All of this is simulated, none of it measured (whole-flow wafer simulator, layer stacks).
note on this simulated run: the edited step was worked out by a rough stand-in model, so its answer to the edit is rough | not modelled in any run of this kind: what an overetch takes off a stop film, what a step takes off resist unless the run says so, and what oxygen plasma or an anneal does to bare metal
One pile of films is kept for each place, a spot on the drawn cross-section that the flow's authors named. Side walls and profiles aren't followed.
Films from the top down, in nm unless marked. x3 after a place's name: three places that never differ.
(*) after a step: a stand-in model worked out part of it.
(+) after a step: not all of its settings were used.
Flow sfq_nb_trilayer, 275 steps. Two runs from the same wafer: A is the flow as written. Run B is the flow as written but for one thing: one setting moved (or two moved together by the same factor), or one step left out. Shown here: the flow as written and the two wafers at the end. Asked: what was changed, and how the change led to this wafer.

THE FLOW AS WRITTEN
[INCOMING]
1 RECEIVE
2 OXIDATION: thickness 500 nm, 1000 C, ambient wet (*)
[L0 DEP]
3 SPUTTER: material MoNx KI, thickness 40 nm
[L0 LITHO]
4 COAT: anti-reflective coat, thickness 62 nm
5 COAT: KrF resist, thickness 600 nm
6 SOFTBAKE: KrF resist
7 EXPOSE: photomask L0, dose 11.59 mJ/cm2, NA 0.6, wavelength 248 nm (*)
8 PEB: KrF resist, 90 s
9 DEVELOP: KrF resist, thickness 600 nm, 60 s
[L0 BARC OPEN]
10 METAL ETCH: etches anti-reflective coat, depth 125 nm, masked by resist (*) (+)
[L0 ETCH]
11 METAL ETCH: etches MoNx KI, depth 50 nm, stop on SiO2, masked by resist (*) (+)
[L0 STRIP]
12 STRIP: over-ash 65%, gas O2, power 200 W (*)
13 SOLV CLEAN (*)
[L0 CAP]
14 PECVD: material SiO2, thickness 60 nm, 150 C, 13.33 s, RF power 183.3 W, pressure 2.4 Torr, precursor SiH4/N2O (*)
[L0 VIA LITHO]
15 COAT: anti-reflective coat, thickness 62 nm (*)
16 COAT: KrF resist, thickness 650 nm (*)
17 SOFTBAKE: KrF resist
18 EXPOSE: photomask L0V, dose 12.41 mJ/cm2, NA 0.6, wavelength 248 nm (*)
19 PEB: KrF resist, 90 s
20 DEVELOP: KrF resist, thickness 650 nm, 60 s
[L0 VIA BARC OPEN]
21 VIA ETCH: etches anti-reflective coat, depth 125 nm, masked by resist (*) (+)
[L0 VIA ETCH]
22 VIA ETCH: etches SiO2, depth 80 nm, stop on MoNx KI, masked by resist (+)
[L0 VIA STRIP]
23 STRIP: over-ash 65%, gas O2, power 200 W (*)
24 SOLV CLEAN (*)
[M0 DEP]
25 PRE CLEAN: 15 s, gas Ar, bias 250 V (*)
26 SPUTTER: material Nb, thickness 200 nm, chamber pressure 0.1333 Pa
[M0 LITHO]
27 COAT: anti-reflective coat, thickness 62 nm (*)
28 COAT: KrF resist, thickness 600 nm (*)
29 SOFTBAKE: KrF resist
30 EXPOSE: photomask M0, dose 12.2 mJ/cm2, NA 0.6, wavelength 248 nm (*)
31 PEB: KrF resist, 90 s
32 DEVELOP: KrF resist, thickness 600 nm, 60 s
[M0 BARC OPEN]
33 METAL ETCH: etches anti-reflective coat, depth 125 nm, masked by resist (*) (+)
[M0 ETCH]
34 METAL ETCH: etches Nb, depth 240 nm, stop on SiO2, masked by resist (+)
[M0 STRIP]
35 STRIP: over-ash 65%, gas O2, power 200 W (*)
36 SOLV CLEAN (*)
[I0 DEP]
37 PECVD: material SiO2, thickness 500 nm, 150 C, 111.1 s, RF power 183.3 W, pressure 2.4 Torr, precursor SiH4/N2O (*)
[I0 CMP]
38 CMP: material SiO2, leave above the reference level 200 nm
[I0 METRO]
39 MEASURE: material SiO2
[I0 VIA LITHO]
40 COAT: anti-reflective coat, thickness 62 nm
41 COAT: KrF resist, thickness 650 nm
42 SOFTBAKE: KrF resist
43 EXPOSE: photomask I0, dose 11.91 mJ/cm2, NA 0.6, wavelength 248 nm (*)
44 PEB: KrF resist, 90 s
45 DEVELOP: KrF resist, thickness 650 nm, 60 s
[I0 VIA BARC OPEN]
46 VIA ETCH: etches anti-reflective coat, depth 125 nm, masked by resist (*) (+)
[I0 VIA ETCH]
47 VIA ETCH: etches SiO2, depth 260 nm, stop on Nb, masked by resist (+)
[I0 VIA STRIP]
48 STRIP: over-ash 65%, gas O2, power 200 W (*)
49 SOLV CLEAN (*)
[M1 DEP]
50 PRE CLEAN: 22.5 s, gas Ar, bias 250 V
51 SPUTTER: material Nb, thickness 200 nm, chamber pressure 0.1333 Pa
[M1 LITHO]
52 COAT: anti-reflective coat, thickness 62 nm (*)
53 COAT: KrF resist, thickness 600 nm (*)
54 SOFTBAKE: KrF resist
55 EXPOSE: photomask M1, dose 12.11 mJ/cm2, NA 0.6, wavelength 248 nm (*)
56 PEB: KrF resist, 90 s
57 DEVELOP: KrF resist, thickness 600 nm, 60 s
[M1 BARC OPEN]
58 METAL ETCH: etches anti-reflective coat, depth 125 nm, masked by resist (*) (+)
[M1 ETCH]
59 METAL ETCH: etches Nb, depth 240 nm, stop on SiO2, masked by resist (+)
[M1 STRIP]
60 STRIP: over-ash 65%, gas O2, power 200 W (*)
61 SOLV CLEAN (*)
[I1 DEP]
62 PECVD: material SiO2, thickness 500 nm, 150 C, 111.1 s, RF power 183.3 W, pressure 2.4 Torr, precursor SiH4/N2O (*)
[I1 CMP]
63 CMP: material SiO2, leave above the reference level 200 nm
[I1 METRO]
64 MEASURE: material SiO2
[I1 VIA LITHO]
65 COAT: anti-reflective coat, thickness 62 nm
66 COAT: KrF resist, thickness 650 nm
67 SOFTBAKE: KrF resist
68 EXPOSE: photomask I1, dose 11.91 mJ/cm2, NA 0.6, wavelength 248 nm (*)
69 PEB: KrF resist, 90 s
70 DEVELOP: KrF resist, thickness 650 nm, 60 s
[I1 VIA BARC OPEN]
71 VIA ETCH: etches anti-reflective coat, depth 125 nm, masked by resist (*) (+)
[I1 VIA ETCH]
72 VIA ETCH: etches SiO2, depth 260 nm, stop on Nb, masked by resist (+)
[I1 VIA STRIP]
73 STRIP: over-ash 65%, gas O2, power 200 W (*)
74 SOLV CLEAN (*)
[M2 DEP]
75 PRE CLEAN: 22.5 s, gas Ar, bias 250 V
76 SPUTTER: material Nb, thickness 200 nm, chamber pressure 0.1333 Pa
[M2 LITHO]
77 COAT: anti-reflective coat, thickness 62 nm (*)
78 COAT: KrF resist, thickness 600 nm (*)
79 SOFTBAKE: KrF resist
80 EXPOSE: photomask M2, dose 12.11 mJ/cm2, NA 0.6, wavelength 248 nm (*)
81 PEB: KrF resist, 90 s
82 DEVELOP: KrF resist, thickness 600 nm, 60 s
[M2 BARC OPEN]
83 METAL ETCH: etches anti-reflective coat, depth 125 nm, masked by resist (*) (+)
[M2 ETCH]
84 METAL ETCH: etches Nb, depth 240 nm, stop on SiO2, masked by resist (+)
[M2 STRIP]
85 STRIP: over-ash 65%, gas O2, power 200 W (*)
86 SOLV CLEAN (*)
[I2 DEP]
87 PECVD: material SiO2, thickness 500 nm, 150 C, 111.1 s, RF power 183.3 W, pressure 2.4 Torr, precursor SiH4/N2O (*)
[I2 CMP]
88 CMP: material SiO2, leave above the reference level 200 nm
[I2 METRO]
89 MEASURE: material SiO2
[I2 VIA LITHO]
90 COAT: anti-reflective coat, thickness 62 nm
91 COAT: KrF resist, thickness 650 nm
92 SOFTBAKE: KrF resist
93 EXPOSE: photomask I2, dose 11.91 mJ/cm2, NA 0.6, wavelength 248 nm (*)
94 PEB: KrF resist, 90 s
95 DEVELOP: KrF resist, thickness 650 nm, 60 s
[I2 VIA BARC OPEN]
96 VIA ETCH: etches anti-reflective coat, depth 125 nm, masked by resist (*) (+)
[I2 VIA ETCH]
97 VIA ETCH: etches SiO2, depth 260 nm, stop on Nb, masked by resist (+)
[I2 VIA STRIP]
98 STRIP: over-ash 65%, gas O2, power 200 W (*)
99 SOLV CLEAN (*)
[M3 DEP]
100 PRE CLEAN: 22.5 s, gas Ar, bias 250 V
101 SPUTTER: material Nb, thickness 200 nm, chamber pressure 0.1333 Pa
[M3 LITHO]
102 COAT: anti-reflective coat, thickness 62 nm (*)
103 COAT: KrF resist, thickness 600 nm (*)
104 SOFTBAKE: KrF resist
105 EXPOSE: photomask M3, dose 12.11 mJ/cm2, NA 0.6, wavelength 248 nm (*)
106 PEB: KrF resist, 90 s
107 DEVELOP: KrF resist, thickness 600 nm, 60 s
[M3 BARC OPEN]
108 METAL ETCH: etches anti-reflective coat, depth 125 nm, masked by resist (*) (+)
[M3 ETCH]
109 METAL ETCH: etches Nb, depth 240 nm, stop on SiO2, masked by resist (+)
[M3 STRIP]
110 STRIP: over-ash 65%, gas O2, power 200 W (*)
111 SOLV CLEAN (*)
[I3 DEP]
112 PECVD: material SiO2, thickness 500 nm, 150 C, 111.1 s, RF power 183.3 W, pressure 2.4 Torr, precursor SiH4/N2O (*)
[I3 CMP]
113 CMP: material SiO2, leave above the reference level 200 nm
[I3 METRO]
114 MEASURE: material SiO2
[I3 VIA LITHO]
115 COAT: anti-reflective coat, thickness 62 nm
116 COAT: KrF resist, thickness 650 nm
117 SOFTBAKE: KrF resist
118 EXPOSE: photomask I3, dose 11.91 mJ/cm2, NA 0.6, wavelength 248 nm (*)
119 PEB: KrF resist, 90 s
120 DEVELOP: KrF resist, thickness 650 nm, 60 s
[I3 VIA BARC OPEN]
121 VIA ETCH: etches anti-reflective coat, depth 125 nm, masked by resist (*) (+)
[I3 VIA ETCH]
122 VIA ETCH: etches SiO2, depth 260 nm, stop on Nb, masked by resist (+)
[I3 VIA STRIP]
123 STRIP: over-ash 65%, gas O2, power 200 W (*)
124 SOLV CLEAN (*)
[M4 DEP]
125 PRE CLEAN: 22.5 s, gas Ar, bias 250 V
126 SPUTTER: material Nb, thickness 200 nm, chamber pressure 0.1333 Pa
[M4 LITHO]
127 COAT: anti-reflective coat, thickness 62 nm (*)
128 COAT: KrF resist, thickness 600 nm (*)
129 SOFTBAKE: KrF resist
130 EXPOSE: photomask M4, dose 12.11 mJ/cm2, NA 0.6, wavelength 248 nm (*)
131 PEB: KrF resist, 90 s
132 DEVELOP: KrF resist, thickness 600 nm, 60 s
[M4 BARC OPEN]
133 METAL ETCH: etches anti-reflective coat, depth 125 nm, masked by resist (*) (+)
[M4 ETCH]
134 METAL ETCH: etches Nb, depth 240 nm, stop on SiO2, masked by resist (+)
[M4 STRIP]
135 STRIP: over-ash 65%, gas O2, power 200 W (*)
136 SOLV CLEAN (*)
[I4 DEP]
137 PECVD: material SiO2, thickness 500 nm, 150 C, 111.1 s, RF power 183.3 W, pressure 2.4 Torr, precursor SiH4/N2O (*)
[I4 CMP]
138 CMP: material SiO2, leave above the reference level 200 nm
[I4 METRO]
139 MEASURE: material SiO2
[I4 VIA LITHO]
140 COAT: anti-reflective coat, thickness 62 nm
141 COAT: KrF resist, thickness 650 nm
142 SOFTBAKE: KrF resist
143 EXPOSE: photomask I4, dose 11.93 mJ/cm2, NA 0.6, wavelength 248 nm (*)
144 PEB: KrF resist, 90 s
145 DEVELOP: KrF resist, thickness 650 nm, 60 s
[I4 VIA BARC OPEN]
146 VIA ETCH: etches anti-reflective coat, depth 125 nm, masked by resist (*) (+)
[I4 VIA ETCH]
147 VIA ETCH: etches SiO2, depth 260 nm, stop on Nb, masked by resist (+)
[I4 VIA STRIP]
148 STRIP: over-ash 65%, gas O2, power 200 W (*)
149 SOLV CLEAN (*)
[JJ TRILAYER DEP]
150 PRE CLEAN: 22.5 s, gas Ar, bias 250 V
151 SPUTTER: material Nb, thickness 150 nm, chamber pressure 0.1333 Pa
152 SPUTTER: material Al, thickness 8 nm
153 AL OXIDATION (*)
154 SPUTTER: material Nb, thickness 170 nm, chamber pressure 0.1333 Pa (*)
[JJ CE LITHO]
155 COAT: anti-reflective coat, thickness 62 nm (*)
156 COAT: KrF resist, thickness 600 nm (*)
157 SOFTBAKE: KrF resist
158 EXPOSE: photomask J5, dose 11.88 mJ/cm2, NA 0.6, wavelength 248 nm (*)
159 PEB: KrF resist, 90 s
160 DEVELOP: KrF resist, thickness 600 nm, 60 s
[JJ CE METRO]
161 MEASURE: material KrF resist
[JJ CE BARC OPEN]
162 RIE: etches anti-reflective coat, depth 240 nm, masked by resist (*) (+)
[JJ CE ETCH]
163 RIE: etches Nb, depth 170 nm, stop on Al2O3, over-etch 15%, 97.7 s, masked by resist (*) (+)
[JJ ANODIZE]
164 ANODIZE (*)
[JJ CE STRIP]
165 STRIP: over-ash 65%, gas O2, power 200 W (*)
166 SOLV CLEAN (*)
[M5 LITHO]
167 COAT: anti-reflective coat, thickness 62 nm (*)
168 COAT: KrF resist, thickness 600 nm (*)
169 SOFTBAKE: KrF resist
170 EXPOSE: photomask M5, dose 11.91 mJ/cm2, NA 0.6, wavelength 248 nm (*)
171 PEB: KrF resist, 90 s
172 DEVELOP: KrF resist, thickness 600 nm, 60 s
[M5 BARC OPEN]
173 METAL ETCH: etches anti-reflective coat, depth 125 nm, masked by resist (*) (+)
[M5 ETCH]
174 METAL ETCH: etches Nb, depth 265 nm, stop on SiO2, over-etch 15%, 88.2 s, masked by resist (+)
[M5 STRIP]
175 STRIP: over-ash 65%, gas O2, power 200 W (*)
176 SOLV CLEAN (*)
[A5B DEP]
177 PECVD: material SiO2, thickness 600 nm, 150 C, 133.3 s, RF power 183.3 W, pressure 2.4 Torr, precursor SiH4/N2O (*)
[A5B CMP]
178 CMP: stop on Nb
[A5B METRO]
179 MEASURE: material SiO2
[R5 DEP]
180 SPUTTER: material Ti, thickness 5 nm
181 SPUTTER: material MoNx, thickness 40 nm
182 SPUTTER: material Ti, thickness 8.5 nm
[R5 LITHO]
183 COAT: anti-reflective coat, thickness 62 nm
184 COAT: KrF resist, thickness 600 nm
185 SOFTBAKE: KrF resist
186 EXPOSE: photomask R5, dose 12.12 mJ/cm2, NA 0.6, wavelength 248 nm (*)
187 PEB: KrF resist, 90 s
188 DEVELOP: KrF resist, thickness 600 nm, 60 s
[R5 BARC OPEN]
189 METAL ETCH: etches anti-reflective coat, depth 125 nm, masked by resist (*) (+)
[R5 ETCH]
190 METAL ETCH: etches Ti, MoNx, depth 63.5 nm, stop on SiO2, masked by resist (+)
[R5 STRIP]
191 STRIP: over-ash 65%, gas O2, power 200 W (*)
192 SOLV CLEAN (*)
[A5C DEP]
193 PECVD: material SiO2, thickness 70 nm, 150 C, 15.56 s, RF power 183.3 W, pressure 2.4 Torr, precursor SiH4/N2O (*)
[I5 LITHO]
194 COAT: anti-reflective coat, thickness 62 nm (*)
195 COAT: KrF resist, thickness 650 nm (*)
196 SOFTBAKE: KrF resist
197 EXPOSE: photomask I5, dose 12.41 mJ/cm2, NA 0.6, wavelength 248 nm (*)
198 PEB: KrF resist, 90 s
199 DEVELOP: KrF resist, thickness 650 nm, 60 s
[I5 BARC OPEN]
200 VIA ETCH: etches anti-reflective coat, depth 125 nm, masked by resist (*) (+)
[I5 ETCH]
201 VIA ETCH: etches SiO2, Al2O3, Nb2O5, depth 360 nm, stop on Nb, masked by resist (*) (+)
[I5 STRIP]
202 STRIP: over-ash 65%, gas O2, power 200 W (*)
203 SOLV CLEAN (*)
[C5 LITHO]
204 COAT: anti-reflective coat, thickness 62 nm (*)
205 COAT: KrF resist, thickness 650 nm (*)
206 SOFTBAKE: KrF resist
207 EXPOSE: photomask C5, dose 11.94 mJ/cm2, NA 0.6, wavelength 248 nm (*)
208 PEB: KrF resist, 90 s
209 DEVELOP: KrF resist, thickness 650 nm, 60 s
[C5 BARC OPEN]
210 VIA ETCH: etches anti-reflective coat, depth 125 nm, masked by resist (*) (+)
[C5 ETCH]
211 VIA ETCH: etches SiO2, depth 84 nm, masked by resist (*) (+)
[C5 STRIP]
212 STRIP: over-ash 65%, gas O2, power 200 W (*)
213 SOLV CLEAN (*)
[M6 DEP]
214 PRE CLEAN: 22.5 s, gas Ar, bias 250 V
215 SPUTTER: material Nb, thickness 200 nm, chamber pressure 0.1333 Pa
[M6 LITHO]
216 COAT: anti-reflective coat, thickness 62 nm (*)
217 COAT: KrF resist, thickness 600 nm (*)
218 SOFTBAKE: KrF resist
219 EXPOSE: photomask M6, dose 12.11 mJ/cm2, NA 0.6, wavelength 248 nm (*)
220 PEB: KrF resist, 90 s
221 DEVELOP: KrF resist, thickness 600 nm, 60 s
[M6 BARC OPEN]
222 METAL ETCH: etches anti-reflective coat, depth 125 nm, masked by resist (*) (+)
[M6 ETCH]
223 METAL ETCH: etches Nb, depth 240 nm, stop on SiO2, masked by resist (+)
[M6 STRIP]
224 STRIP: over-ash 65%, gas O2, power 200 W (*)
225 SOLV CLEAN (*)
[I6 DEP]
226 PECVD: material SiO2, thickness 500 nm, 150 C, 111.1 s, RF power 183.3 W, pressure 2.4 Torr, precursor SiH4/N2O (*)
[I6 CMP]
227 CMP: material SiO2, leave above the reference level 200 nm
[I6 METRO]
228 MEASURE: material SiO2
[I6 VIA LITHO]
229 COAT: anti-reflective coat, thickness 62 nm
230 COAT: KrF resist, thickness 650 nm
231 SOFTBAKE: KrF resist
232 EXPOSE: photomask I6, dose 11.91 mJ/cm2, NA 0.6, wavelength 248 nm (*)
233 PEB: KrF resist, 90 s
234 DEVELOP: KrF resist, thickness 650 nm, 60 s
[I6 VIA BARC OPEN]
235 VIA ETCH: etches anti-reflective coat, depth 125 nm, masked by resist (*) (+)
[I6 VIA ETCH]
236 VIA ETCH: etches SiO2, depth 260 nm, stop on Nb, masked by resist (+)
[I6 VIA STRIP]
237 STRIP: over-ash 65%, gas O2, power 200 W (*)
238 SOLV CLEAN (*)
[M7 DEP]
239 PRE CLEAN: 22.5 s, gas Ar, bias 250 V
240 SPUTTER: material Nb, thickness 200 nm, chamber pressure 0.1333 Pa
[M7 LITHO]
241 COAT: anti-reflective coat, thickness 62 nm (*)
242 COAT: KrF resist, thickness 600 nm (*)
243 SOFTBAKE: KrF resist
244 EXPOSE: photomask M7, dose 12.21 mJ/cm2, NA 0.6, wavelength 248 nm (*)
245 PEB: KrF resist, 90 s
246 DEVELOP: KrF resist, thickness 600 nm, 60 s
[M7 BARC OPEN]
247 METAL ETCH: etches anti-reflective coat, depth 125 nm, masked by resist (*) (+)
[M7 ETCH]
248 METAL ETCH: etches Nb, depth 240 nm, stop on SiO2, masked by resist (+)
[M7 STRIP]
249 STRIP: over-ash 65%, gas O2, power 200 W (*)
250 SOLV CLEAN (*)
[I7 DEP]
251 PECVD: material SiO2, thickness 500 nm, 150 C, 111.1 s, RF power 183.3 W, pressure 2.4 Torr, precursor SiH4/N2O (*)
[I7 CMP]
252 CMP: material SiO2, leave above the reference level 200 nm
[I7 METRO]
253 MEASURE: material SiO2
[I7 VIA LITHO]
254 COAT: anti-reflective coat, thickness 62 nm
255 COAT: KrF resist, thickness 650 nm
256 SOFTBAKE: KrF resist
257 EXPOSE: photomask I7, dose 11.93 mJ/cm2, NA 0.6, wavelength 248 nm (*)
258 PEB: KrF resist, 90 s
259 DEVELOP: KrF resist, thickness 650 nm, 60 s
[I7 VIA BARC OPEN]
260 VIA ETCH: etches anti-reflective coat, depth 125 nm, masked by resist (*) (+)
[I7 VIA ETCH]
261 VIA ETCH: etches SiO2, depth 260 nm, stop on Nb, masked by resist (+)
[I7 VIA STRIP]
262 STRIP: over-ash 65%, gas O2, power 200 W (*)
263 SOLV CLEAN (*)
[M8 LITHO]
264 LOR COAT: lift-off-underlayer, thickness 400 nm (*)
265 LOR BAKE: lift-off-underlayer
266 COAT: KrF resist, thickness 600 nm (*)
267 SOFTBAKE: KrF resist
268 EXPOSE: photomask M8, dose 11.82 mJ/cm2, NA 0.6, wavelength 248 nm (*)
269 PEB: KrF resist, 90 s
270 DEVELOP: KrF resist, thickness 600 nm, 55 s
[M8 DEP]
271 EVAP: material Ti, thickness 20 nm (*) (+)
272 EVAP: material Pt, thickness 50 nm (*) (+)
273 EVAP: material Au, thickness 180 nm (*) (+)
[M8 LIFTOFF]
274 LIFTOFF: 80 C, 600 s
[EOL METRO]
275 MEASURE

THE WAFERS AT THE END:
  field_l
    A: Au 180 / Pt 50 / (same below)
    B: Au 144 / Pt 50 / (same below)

The cause: step 273, EVAP: thickness 144 nm was run, where the flow has thickness 180 nm.
It can be read off the wafer: field_l has Au 144, and step 273 as written asks for 180 nm.

How the change led to this, step by step:
  273 EVAP: material Au, thickness 180 nm (*) (+)
      field_l, v_sur, via_wl and 103 more: A Au +180 (new film) | B Au +144 (new film)
  274 LIFTOFF: 80 C, 600 s
      p4_fl, p4_fm, p4_w1 and 71 more: A Au -180 (all of it), Pt -50 (all of it), Ti -20 (all of it), KrF resist -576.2 (all of it), lift-off-underlayer -400 (all of it) | B Au -144 (all of it), Pt -50 (all of it), Ti -20 (all of it), KrF resist -576.2 (all of it), lift-off-underlayer -400 (all of it)
      c5j, ce_r: A Au -180 (all of it), Pt -50 (all of it), Ti -20 (all of it), KrF resist -573.3 (all of it), lift-off-underlayer -399.3 (all of it) | B Au -144 (all of it), Pt -50 (all of it), Ti -20 (all of it), KrF resist -573.3 (all of it), lift-off-underlayer -399.3 (all of it)
      (and at 19 more places)
